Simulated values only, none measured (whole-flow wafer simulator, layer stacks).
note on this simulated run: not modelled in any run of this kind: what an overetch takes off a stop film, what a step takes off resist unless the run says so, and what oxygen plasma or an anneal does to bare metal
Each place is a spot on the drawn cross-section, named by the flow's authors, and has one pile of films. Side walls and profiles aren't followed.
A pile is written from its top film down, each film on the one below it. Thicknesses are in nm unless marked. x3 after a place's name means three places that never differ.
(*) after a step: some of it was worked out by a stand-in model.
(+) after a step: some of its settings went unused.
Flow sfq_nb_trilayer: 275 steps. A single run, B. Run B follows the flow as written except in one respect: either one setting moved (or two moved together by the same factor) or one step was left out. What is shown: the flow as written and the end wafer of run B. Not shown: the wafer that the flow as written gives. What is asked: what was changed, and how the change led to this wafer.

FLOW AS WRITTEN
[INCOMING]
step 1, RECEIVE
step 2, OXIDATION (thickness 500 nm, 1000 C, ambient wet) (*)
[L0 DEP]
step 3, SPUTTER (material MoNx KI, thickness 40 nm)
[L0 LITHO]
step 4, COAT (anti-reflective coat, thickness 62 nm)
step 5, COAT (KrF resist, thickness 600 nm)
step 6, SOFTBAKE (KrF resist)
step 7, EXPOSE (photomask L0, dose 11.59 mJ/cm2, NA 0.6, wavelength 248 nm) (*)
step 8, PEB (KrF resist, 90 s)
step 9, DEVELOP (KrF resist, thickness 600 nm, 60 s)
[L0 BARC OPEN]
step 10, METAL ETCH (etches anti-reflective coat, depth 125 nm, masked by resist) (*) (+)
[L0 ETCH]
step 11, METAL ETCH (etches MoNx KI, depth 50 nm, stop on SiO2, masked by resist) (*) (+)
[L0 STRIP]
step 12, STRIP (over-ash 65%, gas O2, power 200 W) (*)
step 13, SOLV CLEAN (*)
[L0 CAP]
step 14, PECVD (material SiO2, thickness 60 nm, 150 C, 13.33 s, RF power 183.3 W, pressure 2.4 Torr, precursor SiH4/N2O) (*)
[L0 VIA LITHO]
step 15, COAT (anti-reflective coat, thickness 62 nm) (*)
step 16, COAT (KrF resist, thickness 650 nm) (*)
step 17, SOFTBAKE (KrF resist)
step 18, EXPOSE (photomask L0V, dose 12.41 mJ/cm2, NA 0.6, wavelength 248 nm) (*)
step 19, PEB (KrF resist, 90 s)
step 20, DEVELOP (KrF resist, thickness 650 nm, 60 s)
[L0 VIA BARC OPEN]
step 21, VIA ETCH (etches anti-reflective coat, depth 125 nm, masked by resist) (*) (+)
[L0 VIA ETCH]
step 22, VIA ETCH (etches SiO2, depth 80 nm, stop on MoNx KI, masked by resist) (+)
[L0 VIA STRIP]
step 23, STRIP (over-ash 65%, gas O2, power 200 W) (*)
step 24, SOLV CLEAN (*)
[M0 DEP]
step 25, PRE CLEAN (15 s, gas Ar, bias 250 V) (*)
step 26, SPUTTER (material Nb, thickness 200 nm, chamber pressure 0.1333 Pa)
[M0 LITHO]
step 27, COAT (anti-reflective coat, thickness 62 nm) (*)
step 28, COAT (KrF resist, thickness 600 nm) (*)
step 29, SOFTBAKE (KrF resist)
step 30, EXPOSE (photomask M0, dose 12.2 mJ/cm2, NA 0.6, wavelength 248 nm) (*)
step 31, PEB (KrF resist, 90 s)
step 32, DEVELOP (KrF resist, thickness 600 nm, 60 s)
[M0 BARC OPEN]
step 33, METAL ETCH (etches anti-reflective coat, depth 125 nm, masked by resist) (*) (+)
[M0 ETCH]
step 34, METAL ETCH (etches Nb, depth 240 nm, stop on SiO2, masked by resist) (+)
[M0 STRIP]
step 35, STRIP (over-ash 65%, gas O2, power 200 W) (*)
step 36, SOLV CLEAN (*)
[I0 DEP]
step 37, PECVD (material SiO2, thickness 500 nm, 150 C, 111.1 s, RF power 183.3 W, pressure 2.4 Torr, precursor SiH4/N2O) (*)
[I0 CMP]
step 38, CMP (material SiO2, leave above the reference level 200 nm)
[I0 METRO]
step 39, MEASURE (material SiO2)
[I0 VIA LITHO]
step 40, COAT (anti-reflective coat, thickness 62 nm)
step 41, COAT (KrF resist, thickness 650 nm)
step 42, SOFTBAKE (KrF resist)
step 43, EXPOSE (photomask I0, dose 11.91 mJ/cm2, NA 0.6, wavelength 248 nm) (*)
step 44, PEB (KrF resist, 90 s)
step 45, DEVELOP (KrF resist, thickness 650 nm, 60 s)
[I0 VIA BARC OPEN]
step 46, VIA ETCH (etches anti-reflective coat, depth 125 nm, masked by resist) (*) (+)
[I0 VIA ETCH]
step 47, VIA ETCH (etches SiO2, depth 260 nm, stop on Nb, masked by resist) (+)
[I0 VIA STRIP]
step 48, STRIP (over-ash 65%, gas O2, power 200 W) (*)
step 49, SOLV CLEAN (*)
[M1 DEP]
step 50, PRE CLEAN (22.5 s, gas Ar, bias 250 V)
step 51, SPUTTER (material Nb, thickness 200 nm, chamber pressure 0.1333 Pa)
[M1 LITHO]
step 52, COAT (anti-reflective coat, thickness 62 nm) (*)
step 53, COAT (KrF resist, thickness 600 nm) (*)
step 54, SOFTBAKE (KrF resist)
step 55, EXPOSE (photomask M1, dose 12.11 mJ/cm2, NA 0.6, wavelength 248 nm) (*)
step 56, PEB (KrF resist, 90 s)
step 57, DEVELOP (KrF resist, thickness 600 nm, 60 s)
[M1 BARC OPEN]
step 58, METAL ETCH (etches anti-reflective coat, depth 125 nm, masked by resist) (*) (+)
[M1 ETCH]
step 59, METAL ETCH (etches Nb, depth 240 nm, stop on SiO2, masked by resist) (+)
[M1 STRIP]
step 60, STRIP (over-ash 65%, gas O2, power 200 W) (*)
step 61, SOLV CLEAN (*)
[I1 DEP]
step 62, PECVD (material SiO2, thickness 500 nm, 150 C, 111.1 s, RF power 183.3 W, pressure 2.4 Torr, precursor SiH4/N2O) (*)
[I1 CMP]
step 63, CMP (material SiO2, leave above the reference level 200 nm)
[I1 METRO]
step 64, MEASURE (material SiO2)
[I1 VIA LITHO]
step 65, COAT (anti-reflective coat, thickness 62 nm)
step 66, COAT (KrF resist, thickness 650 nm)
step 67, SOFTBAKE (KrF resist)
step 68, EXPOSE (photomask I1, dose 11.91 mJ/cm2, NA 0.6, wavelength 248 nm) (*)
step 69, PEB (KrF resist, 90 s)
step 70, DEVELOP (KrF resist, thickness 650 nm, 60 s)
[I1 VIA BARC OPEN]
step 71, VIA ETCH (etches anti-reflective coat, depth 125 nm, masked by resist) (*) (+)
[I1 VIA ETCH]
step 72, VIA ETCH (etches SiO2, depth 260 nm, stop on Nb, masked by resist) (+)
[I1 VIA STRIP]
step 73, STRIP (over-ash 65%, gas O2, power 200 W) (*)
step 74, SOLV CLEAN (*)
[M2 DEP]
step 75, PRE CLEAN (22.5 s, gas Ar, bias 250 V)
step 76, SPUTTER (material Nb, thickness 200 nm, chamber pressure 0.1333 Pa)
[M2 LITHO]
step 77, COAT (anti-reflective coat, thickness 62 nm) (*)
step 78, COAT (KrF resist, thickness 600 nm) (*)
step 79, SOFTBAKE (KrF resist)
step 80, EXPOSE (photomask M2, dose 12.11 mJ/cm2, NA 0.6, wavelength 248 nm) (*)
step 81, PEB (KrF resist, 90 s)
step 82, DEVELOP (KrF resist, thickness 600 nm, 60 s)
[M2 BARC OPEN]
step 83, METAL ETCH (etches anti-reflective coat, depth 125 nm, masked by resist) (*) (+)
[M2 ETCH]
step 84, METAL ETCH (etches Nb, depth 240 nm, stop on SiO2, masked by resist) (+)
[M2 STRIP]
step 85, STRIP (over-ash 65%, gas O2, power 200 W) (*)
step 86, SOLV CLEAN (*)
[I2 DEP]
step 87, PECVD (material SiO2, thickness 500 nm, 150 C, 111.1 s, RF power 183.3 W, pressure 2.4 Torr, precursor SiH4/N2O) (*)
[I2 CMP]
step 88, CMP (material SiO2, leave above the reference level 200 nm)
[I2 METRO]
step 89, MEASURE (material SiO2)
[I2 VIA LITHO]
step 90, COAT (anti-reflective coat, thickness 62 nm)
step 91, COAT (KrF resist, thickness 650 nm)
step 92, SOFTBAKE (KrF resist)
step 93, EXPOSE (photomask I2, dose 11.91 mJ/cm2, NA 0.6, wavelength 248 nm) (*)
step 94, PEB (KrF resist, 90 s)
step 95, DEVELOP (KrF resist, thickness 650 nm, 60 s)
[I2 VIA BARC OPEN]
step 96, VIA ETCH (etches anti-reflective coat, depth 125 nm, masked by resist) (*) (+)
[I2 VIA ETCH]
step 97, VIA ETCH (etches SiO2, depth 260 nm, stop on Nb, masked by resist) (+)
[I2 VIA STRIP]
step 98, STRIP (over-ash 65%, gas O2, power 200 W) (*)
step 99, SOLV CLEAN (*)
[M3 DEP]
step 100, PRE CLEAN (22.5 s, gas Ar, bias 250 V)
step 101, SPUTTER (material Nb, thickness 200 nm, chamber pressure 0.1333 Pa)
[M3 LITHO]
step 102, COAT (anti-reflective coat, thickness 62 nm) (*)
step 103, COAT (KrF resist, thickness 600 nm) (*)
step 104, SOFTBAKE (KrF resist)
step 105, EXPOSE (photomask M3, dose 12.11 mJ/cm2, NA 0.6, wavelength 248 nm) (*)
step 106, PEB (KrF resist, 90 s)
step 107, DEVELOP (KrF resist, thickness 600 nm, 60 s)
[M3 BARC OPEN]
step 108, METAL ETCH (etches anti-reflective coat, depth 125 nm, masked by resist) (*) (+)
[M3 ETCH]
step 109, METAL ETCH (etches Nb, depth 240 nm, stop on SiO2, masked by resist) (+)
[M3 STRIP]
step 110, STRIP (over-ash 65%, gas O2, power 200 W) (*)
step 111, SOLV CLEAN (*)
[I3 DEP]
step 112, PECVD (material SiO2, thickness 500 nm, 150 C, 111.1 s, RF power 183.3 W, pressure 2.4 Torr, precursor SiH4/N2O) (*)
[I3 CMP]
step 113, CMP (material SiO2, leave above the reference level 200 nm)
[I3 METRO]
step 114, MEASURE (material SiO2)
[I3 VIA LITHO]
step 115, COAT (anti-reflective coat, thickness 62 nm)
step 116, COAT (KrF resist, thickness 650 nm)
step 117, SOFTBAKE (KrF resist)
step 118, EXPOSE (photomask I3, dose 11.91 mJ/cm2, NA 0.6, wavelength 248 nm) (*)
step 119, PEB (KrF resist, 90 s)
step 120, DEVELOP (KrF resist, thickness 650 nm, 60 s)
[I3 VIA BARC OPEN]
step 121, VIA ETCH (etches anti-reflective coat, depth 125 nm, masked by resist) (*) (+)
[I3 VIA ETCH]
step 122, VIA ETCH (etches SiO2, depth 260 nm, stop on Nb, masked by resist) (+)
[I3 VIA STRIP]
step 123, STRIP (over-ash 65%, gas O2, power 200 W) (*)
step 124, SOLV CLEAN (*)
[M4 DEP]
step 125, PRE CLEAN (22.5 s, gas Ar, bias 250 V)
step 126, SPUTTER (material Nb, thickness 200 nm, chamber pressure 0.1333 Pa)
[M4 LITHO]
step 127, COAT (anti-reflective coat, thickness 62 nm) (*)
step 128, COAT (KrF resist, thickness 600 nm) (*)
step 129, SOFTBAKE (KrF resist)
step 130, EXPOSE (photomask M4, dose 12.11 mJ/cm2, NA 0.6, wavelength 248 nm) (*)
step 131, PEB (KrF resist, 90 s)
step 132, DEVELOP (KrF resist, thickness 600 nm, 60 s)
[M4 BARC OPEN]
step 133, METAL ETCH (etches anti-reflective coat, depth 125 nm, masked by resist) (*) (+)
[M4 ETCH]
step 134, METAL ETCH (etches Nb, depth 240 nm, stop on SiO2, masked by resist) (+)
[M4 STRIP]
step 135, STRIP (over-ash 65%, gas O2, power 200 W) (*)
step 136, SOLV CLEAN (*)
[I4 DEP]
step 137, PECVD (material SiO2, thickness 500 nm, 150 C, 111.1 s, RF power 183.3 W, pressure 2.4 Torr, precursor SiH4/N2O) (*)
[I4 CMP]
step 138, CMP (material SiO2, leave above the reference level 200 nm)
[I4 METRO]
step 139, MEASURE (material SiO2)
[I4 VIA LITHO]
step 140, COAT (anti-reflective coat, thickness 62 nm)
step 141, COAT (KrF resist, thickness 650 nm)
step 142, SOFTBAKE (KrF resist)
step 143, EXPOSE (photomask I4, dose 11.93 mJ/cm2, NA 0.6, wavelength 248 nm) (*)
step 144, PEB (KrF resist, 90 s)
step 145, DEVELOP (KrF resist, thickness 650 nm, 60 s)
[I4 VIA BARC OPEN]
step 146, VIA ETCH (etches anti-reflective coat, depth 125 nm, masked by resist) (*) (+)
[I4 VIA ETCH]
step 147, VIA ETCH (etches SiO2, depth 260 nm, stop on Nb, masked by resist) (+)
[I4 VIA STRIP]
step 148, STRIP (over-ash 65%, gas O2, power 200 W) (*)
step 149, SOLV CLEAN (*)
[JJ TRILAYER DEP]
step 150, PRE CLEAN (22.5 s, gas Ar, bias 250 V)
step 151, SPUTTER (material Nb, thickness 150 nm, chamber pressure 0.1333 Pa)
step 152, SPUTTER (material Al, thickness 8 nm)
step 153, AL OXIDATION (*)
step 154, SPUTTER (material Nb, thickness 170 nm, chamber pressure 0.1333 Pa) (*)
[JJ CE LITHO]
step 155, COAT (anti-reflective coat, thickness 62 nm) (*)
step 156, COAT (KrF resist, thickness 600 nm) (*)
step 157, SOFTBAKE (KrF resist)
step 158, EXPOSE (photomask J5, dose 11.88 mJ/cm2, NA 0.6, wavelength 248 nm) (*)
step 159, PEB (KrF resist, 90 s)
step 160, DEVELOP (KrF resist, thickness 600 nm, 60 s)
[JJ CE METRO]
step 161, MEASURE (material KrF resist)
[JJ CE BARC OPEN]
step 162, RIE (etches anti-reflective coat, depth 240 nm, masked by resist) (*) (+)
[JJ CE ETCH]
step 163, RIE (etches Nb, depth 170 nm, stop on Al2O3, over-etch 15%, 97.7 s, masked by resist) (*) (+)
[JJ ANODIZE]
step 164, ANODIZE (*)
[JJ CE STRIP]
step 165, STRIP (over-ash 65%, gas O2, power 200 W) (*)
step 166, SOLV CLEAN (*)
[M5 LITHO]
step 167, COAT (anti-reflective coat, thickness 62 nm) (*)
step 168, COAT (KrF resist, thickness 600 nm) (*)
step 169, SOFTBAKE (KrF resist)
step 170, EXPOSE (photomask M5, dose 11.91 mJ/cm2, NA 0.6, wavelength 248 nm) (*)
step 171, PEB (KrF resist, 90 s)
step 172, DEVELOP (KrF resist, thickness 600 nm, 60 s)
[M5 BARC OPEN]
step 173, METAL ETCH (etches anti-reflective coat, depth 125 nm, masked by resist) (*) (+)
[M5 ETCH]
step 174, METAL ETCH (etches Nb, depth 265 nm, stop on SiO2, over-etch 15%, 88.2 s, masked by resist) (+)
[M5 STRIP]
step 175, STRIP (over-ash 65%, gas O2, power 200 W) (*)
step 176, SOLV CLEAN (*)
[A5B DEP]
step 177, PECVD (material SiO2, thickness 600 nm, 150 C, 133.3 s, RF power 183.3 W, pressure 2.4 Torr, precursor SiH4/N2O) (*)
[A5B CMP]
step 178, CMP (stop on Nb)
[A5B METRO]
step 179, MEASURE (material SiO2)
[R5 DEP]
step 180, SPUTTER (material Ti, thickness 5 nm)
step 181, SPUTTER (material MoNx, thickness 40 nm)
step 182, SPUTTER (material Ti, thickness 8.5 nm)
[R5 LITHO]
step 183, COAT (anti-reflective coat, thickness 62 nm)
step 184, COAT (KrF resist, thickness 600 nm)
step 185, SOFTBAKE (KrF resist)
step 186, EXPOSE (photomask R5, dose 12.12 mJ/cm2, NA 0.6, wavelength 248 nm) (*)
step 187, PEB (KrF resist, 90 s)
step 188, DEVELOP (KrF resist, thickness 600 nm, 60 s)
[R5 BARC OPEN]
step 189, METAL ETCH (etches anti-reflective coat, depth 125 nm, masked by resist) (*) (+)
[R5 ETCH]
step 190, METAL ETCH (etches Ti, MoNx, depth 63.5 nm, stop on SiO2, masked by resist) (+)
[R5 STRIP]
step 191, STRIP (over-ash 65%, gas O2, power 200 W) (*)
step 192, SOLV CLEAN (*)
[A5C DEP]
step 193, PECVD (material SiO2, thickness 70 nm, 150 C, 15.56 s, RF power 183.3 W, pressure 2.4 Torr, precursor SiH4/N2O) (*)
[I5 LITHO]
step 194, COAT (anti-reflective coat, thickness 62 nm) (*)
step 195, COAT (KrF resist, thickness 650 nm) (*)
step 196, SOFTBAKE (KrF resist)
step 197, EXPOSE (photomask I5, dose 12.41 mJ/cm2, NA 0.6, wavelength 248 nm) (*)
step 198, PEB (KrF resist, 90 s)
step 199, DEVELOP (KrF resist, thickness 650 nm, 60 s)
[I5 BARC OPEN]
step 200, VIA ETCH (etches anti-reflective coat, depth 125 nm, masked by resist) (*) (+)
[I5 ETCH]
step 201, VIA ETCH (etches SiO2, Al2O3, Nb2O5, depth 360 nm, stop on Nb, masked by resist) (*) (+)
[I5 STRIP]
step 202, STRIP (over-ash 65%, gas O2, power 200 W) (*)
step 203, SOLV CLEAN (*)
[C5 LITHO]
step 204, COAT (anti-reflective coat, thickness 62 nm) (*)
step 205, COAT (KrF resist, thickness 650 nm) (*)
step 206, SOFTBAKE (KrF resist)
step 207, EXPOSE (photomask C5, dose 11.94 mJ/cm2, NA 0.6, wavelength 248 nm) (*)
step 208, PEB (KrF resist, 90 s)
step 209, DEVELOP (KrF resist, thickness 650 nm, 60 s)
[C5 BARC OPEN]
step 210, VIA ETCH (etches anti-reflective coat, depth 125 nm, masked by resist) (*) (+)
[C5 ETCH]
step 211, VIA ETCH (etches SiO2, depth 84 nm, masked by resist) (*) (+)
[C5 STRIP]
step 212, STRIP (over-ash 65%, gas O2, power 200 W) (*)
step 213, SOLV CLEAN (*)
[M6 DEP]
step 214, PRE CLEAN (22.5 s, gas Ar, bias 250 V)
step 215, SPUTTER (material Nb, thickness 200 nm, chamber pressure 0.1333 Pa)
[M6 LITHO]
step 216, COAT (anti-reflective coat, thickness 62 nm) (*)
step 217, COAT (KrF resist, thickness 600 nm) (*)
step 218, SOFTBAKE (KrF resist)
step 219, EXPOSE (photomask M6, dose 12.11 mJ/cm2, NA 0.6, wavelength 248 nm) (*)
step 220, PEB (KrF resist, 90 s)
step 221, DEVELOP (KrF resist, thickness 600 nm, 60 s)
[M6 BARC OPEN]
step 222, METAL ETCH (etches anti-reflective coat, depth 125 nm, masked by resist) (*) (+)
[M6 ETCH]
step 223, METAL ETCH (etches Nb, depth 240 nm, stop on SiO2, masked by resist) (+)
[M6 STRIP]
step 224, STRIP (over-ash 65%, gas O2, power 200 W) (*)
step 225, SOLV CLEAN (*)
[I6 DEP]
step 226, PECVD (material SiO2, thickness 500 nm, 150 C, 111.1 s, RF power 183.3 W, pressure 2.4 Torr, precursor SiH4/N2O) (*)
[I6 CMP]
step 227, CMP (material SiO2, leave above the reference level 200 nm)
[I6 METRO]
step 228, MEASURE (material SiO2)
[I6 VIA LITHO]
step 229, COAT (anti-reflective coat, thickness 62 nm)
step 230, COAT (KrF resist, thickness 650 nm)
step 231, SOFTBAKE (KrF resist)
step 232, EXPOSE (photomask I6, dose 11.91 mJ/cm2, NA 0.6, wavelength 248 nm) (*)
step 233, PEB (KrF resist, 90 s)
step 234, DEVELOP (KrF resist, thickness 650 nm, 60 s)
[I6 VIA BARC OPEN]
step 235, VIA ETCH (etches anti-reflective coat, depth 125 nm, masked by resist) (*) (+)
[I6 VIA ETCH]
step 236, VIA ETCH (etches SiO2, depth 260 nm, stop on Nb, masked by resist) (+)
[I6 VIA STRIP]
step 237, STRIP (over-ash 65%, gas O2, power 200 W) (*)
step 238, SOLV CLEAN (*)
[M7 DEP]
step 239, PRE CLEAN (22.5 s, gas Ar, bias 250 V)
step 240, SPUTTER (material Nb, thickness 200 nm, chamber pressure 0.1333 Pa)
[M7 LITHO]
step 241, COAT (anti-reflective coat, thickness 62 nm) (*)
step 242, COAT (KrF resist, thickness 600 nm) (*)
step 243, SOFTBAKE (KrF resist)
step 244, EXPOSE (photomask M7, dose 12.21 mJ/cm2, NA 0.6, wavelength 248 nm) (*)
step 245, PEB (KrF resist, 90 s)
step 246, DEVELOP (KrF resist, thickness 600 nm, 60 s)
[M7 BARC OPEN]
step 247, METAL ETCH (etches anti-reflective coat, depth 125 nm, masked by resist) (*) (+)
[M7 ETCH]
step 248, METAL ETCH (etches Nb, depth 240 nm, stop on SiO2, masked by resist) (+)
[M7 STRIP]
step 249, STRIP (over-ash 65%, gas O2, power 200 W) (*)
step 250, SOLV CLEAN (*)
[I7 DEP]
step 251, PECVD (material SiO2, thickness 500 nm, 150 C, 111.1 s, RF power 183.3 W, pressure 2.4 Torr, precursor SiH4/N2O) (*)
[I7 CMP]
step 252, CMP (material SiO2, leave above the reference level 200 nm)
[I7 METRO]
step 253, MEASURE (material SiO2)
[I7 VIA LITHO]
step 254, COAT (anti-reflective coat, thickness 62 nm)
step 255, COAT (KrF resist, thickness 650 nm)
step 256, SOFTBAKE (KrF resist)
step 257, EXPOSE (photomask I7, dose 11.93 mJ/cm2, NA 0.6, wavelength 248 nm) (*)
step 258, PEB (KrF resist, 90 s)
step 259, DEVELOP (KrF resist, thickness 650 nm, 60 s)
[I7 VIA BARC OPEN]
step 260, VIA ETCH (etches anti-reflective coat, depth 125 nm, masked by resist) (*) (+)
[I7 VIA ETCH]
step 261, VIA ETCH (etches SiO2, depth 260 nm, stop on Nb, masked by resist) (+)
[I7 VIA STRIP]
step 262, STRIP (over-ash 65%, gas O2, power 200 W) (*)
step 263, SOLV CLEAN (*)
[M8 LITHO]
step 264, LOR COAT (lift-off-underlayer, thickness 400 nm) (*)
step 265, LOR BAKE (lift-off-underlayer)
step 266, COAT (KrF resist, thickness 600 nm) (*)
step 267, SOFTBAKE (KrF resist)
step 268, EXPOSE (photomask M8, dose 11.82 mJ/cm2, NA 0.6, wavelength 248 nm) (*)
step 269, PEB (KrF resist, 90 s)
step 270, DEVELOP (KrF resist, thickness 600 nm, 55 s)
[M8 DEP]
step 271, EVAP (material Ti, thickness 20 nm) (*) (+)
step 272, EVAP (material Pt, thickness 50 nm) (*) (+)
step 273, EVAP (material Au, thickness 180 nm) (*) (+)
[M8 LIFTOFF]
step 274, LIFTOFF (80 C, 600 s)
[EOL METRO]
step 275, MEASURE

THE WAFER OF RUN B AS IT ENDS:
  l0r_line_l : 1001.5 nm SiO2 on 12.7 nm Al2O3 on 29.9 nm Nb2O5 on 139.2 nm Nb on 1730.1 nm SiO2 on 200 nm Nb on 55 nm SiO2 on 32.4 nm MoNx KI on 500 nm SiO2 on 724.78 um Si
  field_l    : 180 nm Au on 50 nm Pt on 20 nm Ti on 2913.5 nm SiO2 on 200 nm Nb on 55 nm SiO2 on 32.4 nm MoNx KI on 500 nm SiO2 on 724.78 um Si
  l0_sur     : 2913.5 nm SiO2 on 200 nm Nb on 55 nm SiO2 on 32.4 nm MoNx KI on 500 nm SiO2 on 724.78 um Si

Cause: step 3, SPUTTER: thickness 32.4 nm was run, while the flow as written has thickness 40 nm.
The wafer lets one read it off: l0r_line_l has MoNx KI 32.4, and step 3 as written asks for 40 nm.

How this came from the change, step by step:
  step 3, SPUTTER (material MoNx KI, thickness 40 nm)
      field_l, v_sur, via_wl and 103 more: MoNx KI gains 32.4 (new film) (in the flow as written it would be: MoNx KI gains 40 (new film))
  step 11, METAL ETCH (etches MoNx KI, depth 50 nm, stop on SiO2, masked by resist) (*) (+)
      v_sur, via_wl, via_w and 97 more: MoNx KI loses 32.4 (all of it) (in the flow as written it would be: MoNx KI loses 40 (all of it))
      field_l, l0_sur, l0v, l0r_line_l, l0r_line_c, l0r_line_r: KrF resist loses 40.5 (in the flow as written it would be: KrF resist loses 41.7)
  step 15, COAT (anti-reflective coat, thickness 62 nm) (*)
      v_sur: anti-reflective coat gains 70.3 (new film) (in the flow as written it would be: anti-reflective coat gains 72.2 (new film))
      l0_sur: anti-reflective coat gains 55.5 (new film) (in the flow as written it would be: anti-reflective coat gains 54.2 (new film))
      (also at 1 further place)
  step 23, STRIP (over-ash 65%, gas O2, power 200 W) (*)
      v_sur: KrF resist loses 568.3 (all of it), anti-reflective coat loses 70.3 (all of it) (in the flow as written it would be: KrF resist loses 570.5 (all of it), anti-reflective coat loses 72.2 (all of it))
      l0_sur: KrF resist loses 554.2 (all of it), anti-reflective coat loses 55.5 (all of it) (in the flow as written it would be: KrF resist loses 552.8 (all of it), anti-reflective coat loses 54.2 (all of it))
      (also at 1 further place)
  step 27, COAT (anti-reflective coat, thickness 62 nm) (*)
      v_sur: anti-reflective coat gains 70.4 (new film) (in the flow as written it would be: anti-reflective coat gains 72.3 (new film))
      l0_sur: anti-reflective coat gains 48.5 (new film) (in the flow as written it would be: anti-reflective coat gains 47.5 (new film))
      (also at 1 further place)
  step 35, STRIP (over-ash 65%, gas O2, power 200 W) (*)
      v_sur: KrF resist loses 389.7 (all of it), anti-reflective coat loses 70.4 (all of it) (in the flow as written it would be: KrF resist loses 391.6 (all of it), anti-reflective coat loses 72.3 (all of it))
      l0_sur: KrF resist loses 373.8 (all of it), anti-reflective coat loses 48.5 (all of it) (in the flow as written it would be: KrF resist loses 372 (all of it), anti-reflective coat loses 47.5 (all of it))
      (also at 1 further place)
  step 38, CMP (material SiO2, leave above the reference level 200 nm)
      field_l, l0_sur, l0r_line_l, l0r_line_c, l0r_line_r: SiO2 loses 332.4 (in the flow as written it would be: SiO2 loses 340)
      l0v: SiO2 loses 270.2 (in the flow as written it would be: SiO2 loses 277.8)
